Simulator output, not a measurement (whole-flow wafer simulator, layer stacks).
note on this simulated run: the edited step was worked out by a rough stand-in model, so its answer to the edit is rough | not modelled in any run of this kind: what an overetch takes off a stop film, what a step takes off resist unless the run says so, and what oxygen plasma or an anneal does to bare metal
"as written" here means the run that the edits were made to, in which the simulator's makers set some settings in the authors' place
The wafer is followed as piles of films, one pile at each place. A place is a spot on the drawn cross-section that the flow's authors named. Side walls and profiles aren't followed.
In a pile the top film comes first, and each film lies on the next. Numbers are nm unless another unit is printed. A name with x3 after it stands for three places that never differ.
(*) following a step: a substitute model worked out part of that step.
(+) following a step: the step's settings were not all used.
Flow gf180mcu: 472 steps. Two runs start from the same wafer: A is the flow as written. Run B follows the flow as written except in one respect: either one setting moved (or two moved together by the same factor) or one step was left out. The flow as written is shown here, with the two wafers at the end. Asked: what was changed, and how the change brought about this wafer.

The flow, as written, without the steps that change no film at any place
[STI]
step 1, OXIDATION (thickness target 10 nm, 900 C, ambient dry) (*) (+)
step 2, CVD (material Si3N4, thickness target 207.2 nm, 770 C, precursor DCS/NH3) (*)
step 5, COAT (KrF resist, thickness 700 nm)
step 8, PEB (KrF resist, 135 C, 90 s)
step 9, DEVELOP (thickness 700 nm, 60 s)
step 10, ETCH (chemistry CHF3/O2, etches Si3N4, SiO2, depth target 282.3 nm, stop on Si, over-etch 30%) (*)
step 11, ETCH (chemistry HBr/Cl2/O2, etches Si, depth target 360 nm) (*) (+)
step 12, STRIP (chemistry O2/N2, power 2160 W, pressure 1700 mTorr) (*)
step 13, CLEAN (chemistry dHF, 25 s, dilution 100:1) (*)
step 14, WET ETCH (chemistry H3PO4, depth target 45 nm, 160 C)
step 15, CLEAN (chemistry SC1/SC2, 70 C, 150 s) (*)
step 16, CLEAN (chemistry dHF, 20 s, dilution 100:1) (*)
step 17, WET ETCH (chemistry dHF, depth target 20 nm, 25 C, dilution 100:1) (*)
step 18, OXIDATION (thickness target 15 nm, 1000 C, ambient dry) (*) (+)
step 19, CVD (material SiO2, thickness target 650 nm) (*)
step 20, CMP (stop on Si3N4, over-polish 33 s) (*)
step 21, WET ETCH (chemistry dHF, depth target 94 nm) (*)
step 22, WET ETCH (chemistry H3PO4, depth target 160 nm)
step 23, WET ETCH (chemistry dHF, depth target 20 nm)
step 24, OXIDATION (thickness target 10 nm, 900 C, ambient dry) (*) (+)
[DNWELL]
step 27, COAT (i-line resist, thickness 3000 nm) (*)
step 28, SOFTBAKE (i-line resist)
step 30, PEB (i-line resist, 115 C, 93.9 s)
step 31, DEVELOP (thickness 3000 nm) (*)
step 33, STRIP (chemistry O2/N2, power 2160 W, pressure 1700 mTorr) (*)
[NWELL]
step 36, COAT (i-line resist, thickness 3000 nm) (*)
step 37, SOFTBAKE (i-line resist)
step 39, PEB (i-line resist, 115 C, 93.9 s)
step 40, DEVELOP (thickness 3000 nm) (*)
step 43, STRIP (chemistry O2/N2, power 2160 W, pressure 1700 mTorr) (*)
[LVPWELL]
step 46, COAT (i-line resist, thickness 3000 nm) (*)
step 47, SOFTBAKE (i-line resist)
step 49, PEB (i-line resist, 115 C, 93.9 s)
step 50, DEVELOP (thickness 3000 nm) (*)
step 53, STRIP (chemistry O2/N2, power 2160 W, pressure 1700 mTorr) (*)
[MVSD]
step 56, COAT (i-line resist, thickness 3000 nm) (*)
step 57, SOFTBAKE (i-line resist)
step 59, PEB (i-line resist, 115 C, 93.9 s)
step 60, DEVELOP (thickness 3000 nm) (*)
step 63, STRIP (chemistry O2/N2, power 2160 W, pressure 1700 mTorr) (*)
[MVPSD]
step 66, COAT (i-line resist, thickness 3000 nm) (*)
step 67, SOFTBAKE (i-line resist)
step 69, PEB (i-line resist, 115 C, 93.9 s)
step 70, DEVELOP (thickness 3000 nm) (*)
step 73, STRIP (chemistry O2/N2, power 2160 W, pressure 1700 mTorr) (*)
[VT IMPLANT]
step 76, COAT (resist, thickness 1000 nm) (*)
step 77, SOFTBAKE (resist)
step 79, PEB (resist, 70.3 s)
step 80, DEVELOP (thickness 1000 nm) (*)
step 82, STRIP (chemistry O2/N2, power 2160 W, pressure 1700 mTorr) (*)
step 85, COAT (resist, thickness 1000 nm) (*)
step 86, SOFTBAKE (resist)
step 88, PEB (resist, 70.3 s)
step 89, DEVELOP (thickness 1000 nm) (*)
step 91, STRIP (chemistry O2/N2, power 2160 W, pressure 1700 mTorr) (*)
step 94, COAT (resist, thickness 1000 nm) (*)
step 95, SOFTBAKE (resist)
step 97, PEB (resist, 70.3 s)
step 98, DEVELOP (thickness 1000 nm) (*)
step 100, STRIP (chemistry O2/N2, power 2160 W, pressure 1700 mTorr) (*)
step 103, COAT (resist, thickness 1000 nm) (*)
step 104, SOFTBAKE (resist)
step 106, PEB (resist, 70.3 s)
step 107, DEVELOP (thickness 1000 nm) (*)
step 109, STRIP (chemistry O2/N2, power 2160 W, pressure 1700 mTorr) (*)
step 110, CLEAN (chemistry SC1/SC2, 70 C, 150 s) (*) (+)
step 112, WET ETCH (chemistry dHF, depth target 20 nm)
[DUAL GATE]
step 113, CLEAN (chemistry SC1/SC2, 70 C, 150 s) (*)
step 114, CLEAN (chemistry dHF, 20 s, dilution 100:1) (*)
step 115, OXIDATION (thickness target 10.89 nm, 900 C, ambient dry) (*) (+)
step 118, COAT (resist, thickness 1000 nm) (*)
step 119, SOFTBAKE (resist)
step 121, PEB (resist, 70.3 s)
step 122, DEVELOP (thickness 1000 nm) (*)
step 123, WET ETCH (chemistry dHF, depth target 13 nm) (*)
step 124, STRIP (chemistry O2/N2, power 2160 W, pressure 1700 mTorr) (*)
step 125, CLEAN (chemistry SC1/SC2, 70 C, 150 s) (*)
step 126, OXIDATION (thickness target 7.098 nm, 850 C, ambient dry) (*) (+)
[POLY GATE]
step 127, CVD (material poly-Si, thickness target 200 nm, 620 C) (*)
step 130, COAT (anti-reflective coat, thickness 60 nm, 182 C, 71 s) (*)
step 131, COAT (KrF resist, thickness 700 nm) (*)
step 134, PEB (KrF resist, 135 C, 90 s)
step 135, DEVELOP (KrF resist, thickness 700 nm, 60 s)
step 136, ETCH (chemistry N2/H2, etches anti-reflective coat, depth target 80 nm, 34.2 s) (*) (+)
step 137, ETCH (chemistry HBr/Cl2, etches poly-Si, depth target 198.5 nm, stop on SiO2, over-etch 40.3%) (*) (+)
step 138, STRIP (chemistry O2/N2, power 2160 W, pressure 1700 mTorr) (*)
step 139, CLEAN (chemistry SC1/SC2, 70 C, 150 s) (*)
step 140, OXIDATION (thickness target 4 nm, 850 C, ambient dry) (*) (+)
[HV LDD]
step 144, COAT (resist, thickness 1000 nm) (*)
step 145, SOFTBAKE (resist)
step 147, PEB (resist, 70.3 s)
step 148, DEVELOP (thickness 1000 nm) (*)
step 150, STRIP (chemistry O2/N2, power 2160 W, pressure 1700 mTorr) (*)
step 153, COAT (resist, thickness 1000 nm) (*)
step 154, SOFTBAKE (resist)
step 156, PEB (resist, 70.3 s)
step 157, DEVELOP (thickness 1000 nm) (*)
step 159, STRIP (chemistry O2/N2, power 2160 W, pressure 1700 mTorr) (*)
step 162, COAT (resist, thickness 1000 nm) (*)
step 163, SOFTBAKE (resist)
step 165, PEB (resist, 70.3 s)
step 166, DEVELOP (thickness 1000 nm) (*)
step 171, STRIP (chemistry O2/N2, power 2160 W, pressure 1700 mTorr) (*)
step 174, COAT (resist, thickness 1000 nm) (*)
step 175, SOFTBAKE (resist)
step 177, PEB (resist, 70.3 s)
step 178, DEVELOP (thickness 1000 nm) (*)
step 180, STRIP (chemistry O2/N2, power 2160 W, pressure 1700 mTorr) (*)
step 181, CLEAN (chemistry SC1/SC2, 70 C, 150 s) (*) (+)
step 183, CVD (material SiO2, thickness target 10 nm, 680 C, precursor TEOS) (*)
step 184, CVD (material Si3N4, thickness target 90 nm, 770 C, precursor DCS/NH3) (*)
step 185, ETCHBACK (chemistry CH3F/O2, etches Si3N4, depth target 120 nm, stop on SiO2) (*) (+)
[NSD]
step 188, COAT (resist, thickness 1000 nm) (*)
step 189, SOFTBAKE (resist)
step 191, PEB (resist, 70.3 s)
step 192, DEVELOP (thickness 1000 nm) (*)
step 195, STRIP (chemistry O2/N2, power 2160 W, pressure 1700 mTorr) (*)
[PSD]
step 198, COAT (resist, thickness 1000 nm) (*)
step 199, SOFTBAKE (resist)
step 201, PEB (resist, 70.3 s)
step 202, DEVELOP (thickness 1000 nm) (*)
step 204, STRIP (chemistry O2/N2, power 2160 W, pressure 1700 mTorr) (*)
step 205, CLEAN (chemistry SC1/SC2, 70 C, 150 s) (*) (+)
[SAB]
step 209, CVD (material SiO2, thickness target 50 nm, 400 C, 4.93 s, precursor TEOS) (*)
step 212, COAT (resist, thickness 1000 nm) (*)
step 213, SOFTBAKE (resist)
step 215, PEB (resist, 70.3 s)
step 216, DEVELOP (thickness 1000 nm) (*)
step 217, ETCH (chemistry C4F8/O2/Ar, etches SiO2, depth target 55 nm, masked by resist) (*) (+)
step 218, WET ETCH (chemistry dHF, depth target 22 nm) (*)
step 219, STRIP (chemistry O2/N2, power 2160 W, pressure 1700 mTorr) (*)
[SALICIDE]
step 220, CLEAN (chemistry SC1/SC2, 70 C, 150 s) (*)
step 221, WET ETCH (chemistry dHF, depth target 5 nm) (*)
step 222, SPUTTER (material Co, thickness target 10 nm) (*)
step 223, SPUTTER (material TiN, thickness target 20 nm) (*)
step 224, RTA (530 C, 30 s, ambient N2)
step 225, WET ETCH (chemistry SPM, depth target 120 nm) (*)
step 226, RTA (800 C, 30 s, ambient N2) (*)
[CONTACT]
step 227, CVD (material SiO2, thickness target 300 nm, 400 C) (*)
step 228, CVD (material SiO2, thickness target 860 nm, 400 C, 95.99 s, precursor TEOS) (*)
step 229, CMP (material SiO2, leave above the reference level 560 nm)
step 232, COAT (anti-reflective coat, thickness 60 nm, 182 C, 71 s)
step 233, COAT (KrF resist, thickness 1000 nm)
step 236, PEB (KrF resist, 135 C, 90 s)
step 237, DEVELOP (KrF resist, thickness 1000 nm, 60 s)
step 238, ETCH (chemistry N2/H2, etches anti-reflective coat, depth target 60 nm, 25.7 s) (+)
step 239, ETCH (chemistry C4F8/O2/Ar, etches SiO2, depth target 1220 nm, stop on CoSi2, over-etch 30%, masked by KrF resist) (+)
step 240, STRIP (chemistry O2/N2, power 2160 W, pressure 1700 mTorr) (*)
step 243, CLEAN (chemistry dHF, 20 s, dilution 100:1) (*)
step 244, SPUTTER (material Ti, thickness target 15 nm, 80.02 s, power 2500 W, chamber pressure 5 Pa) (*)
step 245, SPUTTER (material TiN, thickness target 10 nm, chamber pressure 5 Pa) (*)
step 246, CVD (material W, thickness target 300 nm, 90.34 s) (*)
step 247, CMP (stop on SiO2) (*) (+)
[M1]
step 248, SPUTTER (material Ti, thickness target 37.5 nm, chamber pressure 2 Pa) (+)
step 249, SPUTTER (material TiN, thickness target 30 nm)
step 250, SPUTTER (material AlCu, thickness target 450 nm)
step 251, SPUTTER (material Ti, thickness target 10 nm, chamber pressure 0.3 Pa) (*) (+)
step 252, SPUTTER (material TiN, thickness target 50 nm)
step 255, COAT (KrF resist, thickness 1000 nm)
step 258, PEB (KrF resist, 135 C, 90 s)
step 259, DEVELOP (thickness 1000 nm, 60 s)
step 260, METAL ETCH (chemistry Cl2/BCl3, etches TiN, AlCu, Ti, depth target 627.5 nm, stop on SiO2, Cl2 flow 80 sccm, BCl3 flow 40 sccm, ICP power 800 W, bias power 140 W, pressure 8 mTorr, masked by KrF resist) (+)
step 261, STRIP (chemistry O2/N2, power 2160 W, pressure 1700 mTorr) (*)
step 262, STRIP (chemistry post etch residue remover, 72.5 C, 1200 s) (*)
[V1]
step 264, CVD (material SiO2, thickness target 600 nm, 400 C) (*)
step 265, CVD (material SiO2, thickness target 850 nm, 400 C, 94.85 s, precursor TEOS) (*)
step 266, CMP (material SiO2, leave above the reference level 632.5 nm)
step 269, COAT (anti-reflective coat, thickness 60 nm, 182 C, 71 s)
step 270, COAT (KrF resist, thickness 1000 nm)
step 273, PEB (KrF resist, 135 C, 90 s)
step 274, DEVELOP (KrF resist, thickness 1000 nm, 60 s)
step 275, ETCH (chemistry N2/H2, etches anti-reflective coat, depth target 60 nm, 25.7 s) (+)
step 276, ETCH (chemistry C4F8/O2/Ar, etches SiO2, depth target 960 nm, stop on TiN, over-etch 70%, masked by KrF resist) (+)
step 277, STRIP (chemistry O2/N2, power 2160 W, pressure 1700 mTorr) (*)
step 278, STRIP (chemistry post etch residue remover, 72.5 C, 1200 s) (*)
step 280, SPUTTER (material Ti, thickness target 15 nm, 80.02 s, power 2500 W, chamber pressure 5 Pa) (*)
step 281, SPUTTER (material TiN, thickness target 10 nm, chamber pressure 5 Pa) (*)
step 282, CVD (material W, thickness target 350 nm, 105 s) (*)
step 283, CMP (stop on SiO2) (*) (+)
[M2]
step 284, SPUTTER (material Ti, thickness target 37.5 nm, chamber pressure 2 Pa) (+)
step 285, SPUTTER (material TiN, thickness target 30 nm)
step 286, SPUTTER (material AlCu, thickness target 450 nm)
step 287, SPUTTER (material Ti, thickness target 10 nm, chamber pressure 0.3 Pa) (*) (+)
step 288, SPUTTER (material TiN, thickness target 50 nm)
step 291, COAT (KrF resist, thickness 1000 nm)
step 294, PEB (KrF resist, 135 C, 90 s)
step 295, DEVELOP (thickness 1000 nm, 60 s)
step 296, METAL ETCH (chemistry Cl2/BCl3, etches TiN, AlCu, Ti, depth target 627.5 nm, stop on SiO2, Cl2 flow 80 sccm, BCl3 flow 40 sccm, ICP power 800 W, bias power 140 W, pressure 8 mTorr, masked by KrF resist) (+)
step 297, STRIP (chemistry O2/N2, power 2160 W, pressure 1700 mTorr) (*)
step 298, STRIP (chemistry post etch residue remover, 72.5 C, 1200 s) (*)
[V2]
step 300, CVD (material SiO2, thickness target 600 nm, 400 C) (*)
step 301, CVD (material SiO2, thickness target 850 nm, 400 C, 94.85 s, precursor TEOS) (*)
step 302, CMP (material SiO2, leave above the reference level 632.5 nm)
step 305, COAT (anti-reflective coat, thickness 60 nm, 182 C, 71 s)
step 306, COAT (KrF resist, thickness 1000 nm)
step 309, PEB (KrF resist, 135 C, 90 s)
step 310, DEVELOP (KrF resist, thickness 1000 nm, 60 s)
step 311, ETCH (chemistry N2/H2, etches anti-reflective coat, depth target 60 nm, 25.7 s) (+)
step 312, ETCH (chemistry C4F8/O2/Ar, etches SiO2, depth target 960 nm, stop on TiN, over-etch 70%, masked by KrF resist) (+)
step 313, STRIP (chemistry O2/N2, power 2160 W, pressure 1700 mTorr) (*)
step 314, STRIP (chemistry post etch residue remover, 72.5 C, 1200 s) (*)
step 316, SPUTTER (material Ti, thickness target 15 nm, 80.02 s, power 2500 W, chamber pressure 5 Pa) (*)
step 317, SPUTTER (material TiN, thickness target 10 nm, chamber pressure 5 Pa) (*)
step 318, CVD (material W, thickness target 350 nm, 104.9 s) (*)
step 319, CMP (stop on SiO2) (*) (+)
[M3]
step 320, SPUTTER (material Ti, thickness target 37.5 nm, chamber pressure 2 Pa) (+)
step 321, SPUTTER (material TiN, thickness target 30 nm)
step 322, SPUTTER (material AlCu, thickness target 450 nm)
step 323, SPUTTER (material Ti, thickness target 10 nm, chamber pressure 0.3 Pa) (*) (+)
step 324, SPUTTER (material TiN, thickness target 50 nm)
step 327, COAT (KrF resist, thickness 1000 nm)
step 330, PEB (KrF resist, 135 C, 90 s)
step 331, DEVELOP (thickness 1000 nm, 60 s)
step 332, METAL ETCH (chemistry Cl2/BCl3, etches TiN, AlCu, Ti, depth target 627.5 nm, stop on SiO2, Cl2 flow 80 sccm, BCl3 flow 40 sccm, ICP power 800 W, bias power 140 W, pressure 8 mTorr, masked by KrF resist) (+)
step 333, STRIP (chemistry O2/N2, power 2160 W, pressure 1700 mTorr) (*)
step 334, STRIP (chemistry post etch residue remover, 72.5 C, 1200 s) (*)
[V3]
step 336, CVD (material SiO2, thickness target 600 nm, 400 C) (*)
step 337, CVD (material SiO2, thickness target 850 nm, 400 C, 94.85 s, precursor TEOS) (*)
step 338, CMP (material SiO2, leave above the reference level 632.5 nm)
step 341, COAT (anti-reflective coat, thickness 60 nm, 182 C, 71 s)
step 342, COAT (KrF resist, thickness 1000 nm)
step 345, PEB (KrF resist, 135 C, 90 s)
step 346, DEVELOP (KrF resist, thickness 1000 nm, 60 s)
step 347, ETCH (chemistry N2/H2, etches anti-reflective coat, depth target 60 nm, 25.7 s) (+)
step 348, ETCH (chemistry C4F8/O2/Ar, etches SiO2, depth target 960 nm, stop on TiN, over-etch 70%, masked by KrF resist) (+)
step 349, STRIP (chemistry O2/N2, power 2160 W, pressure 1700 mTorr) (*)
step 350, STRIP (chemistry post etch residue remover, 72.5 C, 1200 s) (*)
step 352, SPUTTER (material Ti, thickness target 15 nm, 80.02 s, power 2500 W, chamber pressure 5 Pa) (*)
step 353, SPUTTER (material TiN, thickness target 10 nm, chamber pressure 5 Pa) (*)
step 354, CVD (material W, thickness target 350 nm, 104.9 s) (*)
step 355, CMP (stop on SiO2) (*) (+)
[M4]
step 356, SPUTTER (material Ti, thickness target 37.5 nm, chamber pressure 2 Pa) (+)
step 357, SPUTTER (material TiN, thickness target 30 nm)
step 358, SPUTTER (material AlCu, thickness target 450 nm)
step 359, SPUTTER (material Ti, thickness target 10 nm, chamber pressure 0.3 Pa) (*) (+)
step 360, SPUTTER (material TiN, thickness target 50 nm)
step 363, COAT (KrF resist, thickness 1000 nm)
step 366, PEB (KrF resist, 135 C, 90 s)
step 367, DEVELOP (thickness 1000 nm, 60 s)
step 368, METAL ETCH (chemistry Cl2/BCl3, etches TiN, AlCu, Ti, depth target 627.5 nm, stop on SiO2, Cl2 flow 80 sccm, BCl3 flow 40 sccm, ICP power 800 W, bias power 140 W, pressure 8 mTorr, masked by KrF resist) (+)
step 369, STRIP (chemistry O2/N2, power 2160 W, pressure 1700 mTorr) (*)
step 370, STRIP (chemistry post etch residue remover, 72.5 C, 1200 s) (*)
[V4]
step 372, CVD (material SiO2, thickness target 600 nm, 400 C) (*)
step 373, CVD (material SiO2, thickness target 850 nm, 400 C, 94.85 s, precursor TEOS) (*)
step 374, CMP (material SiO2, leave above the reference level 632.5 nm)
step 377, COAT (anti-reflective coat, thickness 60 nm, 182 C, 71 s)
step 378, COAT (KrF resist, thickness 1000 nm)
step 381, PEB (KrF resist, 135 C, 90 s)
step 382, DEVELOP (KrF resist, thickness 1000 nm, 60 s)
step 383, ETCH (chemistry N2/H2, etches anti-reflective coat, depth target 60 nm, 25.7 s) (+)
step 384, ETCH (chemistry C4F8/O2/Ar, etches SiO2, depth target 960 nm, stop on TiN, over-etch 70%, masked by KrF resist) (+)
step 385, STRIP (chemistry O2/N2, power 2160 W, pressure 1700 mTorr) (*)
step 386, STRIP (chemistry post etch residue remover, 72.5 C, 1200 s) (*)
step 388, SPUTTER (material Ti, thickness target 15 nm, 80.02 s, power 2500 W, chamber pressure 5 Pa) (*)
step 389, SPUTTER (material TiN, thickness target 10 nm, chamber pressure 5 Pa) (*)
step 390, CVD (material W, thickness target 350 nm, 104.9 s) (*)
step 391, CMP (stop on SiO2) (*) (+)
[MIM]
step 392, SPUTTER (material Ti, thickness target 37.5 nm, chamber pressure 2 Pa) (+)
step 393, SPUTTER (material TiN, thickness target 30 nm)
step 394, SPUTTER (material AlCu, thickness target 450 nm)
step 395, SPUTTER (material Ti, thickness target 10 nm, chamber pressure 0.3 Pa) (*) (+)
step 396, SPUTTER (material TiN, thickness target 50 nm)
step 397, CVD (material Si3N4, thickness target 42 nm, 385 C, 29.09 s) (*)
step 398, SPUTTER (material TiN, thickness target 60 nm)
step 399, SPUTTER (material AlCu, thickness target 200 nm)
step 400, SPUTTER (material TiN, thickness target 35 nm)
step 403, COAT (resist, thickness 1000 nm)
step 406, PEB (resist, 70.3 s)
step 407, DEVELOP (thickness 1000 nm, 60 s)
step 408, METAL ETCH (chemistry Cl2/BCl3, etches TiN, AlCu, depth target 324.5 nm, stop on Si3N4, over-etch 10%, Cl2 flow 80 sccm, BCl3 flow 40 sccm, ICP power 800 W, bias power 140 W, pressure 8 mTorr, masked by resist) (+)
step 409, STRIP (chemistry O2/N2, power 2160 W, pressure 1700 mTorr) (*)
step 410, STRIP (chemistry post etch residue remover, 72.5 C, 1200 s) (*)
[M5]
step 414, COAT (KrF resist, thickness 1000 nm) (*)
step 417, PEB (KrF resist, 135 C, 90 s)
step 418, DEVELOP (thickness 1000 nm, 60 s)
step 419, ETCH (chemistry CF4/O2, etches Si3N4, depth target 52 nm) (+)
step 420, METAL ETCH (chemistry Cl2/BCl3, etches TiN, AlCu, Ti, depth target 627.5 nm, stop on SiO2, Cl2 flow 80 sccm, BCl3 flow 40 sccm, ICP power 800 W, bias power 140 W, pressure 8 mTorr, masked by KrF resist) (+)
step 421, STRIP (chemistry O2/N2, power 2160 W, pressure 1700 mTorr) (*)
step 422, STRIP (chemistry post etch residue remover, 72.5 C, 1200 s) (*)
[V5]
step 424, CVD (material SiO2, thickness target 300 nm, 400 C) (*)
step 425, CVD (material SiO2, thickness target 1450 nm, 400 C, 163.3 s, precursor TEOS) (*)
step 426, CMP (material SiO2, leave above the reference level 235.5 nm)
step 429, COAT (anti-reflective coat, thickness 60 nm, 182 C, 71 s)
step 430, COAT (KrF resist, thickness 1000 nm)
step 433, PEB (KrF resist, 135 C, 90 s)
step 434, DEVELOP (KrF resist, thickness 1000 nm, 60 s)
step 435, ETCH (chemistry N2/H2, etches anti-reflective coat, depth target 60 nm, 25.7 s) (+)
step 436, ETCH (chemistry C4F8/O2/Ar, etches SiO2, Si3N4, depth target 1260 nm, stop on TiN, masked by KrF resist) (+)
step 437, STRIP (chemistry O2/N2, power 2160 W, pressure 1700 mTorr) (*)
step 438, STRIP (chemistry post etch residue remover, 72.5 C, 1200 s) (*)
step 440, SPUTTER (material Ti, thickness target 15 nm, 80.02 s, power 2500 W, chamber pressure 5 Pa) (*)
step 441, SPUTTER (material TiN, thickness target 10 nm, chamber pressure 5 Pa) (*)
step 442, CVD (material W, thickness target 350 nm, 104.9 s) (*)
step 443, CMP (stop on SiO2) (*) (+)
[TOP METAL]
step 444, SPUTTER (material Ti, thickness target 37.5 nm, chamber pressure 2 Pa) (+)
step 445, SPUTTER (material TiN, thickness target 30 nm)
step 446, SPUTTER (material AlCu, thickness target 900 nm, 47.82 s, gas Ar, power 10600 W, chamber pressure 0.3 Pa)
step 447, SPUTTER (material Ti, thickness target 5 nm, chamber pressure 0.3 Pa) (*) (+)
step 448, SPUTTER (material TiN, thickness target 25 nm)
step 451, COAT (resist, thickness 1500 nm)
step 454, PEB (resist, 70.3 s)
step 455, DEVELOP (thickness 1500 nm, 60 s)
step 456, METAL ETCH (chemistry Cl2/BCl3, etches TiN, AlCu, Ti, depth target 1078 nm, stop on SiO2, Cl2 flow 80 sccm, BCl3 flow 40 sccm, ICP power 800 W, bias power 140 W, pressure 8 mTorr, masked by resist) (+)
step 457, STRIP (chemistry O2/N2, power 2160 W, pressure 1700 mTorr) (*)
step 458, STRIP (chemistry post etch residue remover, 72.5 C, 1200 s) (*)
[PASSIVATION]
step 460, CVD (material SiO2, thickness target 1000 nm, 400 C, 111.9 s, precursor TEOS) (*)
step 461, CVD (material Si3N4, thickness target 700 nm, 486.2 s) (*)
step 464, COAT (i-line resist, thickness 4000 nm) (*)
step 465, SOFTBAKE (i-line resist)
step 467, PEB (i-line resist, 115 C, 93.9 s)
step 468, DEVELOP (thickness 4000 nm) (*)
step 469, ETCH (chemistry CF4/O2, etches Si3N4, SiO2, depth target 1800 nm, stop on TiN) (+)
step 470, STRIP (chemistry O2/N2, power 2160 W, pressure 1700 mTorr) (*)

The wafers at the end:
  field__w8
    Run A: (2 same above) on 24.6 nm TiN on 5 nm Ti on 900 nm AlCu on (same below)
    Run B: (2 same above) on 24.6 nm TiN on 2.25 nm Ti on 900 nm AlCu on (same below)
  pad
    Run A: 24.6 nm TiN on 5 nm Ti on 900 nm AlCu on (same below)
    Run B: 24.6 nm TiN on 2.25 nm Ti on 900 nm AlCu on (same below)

The reason: step 447, SPUTTER: thickness target 2.25 nm was run, though the flow has thickness target 5 nm.
The wafer itself shows it: field__w8 has Ti 2.25, and step 447 as written asks for 5 nm.

The path from the change to this, step by step:
  step 447, SPUTTER (material Ti, thickness target 5 nm, chamber pressure 0.3 Pa) (*) (+)
      field, field__w1, field__w2 and 109 more: A +5 Ti (new film) | B +2.25 Ti (new film)
  step 456, METAL ETCH (chemistry Cl2/BCl3, etches TiN, AlCu, Ti, depth target 1078 nm, stop on SiO2, Cl2 flow 80 sccm, BCl3 flow 40 sccm, ICP power 800 W, bias power 140 W, pressure 8 mTorr, masked by resist) (+)
      field, field__w1, field__w2 and 103 more: A -25 TiN (all of it), -5 Ti (all of it), -900 AlCu (all of it), -30 TiN (all of it), -37.5 Ti (all of it) | B -25 TiN (all of it), -2.25 Ti (all of it), -900 AlCu (all of it), -30 TiN (all of it), -37.5 Ti (all of it)
